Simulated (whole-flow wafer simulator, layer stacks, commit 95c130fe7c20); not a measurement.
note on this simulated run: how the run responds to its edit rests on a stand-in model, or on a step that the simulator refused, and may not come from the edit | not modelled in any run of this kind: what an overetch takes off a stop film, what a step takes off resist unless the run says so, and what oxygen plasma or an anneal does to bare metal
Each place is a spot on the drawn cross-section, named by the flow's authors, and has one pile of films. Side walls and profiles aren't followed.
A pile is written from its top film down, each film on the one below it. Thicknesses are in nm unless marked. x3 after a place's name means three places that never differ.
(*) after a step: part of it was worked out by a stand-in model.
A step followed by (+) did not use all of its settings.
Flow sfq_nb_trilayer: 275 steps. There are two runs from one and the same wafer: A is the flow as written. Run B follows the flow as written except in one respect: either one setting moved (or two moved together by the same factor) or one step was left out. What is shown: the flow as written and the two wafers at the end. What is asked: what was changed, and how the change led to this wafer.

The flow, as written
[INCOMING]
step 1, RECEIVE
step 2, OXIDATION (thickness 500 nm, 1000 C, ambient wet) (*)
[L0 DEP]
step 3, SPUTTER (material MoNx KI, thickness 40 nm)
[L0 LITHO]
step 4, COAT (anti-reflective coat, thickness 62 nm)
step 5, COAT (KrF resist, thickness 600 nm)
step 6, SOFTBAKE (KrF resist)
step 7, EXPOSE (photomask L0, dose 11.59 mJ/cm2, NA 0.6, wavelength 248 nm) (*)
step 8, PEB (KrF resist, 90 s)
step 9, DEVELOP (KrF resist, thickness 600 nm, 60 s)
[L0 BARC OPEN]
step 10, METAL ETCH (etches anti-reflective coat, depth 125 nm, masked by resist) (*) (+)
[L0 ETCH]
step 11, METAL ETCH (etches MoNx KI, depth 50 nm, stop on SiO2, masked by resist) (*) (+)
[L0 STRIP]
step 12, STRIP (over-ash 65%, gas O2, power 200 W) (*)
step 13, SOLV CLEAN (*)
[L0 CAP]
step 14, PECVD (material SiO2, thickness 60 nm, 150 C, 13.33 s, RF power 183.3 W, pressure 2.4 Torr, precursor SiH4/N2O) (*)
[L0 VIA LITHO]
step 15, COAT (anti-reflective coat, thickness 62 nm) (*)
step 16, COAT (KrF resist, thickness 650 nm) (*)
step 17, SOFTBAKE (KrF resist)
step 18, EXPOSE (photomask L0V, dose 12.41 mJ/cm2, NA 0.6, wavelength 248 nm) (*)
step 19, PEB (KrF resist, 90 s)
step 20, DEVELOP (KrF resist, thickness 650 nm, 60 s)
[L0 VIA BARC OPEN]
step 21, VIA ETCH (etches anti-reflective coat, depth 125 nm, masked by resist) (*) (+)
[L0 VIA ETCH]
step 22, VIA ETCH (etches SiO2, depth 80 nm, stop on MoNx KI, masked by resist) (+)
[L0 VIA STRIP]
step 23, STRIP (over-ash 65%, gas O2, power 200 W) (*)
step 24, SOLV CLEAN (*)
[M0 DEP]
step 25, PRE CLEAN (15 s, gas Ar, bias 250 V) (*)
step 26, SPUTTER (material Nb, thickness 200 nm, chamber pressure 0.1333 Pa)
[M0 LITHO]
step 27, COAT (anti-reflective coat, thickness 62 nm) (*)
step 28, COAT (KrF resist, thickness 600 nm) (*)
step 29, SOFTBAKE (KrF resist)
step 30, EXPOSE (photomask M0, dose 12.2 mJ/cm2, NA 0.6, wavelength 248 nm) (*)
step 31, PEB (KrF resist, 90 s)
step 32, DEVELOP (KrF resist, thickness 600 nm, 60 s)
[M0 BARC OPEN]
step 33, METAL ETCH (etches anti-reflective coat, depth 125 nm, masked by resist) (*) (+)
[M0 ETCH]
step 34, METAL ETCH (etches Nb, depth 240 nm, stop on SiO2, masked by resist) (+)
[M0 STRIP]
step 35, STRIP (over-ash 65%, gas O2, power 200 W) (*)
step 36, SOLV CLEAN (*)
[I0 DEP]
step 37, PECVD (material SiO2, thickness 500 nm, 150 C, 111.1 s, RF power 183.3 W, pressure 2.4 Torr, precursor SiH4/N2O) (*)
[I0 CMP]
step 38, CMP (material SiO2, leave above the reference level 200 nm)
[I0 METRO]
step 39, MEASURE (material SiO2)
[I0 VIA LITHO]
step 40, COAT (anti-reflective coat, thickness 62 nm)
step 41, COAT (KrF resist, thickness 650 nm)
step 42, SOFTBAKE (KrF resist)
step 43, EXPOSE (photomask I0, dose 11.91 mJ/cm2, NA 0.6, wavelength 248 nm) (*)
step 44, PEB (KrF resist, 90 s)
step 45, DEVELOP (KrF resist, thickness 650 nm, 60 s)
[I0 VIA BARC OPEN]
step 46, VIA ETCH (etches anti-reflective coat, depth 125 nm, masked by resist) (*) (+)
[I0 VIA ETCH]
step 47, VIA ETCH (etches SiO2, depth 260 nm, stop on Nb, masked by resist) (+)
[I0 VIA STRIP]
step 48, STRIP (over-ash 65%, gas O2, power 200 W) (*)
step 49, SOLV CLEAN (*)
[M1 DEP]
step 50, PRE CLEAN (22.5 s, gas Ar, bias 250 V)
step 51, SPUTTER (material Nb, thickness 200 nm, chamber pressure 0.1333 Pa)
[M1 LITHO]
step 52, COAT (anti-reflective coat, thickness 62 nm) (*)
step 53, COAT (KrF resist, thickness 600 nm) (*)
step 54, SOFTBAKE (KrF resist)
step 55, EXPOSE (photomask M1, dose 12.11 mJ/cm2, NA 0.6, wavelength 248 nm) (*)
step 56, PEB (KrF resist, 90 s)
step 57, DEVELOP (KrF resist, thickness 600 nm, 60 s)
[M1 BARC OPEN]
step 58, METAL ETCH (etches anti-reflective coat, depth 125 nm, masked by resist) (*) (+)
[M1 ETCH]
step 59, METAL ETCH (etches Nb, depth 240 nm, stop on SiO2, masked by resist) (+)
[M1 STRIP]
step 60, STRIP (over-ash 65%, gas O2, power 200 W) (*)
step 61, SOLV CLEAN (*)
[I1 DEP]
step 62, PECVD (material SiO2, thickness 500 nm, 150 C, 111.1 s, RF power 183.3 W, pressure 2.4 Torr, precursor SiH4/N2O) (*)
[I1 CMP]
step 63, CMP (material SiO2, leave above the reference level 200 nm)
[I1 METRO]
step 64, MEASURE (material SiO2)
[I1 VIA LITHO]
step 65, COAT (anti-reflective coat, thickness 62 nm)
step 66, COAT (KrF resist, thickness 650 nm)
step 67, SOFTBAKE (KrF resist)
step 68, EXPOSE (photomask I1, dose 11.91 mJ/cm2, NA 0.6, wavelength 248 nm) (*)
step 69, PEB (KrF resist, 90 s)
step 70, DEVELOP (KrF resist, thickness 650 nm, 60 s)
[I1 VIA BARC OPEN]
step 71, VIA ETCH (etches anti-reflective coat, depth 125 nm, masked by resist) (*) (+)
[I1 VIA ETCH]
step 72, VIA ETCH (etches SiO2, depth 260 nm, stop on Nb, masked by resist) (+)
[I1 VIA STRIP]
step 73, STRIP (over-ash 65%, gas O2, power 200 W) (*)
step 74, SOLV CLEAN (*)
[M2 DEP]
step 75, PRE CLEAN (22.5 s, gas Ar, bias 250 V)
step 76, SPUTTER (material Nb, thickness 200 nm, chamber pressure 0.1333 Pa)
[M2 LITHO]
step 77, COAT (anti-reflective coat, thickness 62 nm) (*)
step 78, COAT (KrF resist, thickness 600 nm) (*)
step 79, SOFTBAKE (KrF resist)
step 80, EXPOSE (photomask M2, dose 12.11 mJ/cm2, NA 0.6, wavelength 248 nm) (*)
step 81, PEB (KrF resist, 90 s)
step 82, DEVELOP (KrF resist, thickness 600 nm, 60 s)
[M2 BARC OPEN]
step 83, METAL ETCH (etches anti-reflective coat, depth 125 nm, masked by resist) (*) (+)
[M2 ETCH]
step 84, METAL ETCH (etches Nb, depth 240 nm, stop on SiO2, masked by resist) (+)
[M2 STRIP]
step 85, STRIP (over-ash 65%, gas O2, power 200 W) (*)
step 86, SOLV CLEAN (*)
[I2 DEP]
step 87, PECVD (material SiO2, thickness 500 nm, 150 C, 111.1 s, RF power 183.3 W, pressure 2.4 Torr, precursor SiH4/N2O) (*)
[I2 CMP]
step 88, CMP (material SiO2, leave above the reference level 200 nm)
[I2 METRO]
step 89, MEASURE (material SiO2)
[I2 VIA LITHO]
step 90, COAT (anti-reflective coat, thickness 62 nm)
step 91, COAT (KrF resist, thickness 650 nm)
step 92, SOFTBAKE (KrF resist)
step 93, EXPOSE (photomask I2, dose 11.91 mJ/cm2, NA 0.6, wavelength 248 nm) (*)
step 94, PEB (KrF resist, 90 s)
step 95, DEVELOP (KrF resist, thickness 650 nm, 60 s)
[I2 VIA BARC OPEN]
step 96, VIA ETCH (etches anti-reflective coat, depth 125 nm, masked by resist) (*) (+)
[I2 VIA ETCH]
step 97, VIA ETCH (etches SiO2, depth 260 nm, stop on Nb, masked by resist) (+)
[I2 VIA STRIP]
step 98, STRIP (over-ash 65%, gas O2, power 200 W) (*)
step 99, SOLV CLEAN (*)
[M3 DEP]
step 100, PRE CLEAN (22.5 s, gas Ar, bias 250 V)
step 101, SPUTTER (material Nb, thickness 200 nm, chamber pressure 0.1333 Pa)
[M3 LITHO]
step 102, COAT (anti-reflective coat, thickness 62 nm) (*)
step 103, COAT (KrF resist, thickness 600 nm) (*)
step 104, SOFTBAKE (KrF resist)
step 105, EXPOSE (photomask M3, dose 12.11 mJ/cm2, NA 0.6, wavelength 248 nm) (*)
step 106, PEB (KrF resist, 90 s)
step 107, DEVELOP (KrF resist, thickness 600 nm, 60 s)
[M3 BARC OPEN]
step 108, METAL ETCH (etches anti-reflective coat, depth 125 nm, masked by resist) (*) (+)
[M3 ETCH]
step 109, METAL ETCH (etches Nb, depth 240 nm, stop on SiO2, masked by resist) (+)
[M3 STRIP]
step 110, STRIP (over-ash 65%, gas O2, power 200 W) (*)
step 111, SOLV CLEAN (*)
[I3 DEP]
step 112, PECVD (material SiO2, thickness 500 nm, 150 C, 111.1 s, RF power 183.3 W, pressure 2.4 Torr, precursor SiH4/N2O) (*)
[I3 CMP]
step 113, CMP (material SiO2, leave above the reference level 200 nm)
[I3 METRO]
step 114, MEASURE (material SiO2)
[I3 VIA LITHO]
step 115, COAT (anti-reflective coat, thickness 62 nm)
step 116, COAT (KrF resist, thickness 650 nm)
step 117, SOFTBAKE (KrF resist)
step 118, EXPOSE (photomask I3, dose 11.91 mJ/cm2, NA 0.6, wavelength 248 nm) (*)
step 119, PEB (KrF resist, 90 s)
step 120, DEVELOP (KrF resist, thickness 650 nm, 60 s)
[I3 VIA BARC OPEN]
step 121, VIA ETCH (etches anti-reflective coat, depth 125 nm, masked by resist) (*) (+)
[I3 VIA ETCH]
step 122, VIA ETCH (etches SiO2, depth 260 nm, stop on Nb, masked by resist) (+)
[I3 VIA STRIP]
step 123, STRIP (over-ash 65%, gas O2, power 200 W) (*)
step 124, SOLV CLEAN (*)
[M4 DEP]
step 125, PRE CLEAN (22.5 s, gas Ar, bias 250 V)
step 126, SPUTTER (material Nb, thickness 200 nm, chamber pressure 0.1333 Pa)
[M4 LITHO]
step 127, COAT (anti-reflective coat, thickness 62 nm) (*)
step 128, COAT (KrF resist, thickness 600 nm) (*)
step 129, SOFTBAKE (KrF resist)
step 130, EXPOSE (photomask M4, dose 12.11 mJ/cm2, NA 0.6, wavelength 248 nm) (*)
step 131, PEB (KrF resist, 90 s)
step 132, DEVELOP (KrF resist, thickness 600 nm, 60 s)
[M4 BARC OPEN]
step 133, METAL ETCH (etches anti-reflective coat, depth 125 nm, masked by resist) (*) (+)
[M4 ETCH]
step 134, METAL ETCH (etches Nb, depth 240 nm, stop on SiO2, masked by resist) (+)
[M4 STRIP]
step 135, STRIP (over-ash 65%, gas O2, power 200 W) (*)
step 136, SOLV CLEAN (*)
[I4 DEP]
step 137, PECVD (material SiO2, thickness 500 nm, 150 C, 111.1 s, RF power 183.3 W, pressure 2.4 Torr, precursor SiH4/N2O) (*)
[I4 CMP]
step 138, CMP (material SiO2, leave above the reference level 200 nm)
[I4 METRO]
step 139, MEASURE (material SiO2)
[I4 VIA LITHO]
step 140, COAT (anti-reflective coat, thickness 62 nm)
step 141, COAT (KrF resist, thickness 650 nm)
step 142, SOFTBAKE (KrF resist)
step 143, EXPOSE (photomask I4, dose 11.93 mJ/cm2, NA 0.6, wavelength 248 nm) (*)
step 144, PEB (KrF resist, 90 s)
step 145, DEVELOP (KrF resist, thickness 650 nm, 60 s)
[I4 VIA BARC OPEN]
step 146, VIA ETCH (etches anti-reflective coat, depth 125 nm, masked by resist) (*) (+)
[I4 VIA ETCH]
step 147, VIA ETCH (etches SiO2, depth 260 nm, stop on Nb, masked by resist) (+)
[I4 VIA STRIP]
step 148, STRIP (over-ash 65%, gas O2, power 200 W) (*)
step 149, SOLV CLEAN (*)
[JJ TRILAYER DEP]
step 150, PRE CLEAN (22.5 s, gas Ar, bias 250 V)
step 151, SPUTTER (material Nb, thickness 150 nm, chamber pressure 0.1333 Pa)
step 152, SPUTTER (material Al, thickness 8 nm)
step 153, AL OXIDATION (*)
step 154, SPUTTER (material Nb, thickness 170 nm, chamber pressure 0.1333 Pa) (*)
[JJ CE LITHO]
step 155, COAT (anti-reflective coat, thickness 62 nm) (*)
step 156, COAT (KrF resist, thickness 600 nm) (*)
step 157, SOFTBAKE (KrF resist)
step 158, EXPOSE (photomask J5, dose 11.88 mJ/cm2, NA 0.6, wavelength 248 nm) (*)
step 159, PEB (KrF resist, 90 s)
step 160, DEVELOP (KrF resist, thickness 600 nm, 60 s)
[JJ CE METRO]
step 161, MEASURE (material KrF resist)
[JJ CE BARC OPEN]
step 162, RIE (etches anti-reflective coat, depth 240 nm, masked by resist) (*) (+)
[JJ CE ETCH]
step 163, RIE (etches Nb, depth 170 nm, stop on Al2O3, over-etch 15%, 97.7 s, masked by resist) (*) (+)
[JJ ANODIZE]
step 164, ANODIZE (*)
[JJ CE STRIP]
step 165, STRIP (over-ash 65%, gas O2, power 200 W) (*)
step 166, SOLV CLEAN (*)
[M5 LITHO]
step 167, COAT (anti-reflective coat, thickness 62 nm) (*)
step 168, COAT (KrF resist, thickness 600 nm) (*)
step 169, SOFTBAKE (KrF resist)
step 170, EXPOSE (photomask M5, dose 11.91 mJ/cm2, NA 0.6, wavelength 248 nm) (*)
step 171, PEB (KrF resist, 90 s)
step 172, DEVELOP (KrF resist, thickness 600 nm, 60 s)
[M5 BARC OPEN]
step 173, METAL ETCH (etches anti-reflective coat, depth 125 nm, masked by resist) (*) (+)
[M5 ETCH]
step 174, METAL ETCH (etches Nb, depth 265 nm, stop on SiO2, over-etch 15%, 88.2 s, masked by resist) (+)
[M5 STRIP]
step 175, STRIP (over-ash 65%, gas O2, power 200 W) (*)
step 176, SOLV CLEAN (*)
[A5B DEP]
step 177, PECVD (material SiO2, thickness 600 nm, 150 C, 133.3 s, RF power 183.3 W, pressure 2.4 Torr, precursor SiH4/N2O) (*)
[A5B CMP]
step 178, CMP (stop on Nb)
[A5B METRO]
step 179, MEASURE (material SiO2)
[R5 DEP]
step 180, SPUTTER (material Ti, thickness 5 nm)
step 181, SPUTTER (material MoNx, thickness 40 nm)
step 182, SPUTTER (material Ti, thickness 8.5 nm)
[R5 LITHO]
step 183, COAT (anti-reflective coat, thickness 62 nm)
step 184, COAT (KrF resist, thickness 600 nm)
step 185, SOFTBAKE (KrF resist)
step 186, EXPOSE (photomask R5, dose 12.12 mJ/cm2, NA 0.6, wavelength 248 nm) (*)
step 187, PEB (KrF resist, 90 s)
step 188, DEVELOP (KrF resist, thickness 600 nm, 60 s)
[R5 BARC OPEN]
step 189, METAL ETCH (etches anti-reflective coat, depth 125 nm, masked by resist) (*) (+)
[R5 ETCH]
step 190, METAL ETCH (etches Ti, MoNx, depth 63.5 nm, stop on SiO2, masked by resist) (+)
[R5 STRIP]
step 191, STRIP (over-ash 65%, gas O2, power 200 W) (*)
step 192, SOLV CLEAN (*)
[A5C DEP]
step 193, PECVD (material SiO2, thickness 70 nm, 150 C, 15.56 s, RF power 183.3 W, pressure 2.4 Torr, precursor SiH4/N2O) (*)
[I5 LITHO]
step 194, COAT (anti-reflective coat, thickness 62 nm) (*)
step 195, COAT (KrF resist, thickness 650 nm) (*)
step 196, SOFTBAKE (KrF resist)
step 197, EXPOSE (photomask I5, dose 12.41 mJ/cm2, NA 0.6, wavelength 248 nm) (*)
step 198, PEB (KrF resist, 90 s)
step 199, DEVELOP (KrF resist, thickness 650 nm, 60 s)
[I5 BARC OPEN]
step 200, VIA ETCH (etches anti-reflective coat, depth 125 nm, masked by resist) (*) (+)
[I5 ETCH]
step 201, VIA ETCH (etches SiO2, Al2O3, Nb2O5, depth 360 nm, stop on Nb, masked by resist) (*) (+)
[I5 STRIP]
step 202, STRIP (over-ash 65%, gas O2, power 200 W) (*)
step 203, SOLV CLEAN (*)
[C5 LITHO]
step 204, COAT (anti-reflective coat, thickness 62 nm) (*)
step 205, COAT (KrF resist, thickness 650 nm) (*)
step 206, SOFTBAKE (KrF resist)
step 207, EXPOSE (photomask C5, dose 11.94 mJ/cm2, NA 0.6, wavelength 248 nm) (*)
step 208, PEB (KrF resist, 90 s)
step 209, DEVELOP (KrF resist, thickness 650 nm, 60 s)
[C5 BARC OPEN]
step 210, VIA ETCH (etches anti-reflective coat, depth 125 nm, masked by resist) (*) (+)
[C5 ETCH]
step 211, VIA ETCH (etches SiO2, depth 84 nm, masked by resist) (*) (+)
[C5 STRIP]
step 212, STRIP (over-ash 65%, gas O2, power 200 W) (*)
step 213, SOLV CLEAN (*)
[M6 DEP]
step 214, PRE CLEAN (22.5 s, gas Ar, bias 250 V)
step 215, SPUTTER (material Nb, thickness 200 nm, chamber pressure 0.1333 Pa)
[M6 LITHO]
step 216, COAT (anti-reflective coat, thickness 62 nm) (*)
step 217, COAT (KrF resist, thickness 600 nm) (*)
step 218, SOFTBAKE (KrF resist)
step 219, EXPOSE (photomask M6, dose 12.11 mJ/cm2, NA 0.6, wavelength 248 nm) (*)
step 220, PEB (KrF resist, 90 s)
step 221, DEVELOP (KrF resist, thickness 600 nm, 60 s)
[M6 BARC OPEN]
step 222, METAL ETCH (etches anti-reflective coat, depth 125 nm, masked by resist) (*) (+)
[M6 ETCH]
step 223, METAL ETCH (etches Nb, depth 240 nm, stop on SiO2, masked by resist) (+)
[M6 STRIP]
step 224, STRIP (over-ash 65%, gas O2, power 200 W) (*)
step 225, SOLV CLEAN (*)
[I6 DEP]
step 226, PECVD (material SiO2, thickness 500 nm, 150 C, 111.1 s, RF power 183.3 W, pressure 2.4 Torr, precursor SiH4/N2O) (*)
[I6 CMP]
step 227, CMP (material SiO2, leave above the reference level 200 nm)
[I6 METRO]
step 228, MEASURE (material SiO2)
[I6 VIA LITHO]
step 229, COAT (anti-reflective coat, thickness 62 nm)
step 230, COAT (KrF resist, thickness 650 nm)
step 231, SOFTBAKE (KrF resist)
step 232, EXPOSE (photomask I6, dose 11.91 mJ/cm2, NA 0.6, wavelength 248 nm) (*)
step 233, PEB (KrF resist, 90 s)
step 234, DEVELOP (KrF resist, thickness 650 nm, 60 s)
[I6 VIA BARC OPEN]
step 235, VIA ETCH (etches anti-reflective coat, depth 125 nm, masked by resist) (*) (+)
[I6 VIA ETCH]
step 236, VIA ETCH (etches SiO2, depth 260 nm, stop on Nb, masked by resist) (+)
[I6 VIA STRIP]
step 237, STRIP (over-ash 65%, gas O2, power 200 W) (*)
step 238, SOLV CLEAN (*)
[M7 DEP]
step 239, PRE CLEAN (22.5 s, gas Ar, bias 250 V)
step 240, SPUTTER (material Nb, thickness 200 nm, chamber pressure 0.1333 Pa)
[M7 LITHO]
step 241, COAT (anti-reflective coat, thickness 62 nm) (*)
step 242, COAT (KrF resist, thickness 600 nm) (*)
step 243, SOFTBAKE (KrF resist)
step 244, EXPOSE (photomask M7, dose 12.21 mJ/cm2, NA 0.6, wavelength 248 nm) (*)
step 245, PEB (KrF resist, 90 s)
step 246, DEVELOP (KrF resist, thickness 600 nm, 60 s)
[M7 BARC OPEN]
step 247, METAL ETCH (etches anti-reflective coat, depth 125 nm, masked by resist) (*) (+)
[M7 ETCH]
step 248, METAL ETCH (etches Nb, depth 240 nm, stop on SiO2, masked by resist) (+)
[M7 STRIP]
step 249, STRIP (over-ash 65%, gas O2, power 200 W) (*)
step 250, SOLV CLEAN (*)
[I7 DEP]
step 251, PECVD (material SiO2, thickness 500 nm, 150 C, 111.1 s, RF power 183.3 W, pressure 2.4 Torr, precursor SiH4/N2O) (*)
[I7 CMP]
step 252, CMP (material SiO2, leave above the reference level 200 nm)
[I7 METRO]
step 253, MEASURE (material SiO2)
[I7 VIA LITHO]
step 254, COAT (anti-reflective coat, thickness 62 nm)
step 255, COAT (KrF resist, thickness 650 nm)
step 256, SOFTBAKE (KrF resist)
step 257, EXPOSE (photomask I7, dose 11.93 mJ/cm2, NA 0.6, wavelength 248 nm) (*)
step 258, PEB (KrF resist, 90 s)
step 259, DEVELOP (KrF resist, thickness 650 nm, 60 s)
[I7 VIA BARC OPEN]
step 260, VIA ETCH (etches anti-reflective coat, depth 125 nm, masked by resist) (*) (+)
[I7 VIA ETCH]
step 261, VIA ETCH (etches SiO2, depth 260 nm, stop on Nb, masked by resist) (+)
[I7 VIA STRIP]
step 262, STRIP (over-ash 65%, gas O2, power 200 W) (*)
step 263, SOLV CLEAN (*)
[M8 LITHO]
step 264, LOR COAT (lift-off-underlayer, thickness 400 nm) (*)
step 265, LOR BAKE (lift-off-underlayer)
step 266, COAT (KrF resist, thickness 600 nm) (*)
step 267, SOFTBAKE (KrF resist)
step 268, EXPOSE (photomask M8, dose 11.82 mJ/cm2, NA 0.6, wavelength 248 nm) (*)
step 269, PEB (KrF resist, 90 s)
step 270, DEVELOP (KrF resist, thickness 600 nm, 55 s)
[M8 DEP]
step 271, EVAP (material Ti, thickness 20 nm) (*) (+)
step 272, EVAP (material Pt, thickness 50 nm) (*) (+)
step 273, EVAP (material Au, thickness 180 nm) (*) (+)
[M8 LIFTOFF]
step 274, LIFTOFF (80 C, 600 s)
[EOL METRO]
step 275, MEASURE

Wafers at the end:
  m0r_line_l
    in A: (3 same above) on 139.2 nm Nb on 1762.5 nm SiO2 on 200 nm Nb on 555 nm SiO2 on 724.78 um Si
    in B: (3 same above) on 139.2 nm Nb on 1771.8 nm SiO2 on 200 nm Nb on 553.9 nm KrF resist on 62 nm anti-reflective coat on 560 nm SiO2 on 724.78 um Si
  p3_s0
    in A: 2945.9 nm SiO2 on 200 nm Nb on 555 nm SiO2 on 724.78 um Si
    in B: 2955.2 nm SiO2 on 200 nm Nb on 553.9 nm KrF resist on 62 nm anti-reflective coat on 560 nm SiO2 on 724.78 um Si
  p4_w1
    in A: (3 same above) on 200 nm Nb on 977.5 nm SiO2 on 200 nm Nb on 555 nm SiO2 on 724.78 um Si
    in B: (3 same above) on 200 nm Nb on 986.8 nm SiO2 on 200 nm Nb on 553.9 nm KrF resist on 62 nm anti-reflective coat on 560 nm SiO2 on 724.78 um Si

What caused this: step 23, STRIP: over-ash 65%, gas O2, power 200 W (*), was omitted.

The path from the change to this, step by step:
  step 25, PRE CLEAN (15 s, gas Ar, bias 250 V) (*)
      field_l, v_sur, via_wl and 102 more: A -5 SiO2 | B -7 KrF resist
  step 26, SPUTTER (material Nb, thickness 200 nm, chamber pressure 0.1333 Pa)
      l0v: A +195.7 Nb (new film) | B +90.7 Nb (new film)
  step 27, COAT (anti-reflective coat, thickness 62 nm) (*)
      gap, jj_sur, ce_l, c5j, ce_r: A +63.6 anti-reflective coat (new film) | B +61.9 anti-reflective coat (new film)
      be, be_sur: A +63.7 anti-reflective coat (new film) | B +62 anti-reflective coat (new film)
      (also at 34 further places)
  step 28, COAT (KrF resist, thickness 600 nm) (*)
      via_wl: A +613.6 KrF resist (new film) | B +600.3 KrF resist (new film)
      lsp_m: A +607.8 KrF resist (new film) | B +591.7 KrF resist (new film)
      (also at 5 further places)
  step 31, PEB (KrF resist, 90 s)
      l0v: A -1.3 KrF resist | B -2.61 KrF resist
  step 33, METAL ETCH (etches anti-reflective coat, depth 125 nm, masked by resist) (*) (+)
      moat: A -63.7 anti-reflective coat (all of it) | B -61.5 anti-reflective coat (all of it)
  step 34, METAL ETCH (etches Nb, depth 240 nm, stop on SiO2, masked by resist) (+)
      moat, m0r_space_l, m0r_space_r: A -200 Nb (all of it) | B -200 Nb (all of it), -40 KrF resist
  step 35, STRIP (over-ash 65%, gas O2, power 200 W) (*)
      m0r_space_l, m0r_space_r: A nothing | B -513.9 KrF resist (all of it), -62 anti-reflective coat (all of it)
      moat: A nothing | B -521.1 KrF resist (all of it), -63.8 anti-reflective coat (all of it)
      (also at 40 further places)
  step 37, PECVD (material SiO2, thickness 500 nm, 150 C, 111.1 s, RF power 183.3 W, pressure 2.4 Torr, precursor SiH4/N2O) (*)
      l0v: A +500 SiO2 (new film) | B +212.9 SiO2 (new film), +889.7 void (new film), +169.7 SiO2 (new film)
      m0r_space_l, m0r_space_r: A +557.1 SiO2 | B +500 SiO2
      (also at 1 further place)
  step 38, CMP (material SiO2, leave above the reference level 200 nm)
      moat, m0r_space_l, m0r_space_r: A -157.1 SiO2 | B nothing
      l0v: A -277.8 SiO2 | B -212.9 SiO2 (all of it), -889.7 void (all of it)
      (also at 80 further places)
  step 40, COAT (anti-reflective coat, thickness 62 nm)
      c5j, ce_r, sp_r, be_r, res: A +62 anti-reflective coat (new film) | B +60.5 anti-reflective coat (new film)
      be_sur, gap, r_sur: A +62 anti-reflective coat (new film) | B +60.7 anti-reflective coat (new film)
      (also at 16 further places)
  step 41, COAT (KrF resist, thickness 650 nm)
      m0r_space_l, m0r_space_r: A +650 KrF resist (new film) | B +982.3 KrF resist (new film)
      moat: A +650 KrF resist (new film) | B +1148.8 KrF resist (new film)
      (also at 9 further places)
  step 44, PEB (KrF resist, 90 s)
      m0r_space_l, m0r_space_r: A -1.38 KrF resist | B -2.24 KrF resist
      moat: A -1.38 KrF resist | B -2.75 KrF resist
      (also at 1 further place)
  step 47, VIA ETCH (etches SiO2, depth 260 nm, stop on Nb, masked by resist) (+)
      via_w: A -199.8 SiO2 (all of it) | B -195.5 SiO2 (all of it)
  step 48, STRIP (over-ash 65%, gas O2, power 200 W) (*)
      m0r_line_l, m0r_line_r: A -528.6 KrF resist (all of it), -62 anti-reflective coat (all of it) | B -495.4 KrF resist (all of it), -35.4 anti-reflective coat (all of it)
      m0r_space_l, m0r_space_r: A -528.6 KrF resist (all of it), -62 anti-reflective coat (all of it) | B -861 KrF resist (all of it), -191.7 anti-reflective coat (all of it)
      (also at 20 further places)
  step 51, SPUTTER (material Nb, thickness 200 nm, chamber pressure 0.1333 Pa)
      m0r_space_l, m0r_space_r: A +200 Nb (new film) | B +719.4 Nb (new film)
      via_w: A +174.5 Nb | B +171 Nb
      (also at 2 further places)
  ... 74 further steps ...
  step 178, CMP (stop on Nb)
      moat: A -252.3 SiO2 | B -259.3 SiO2
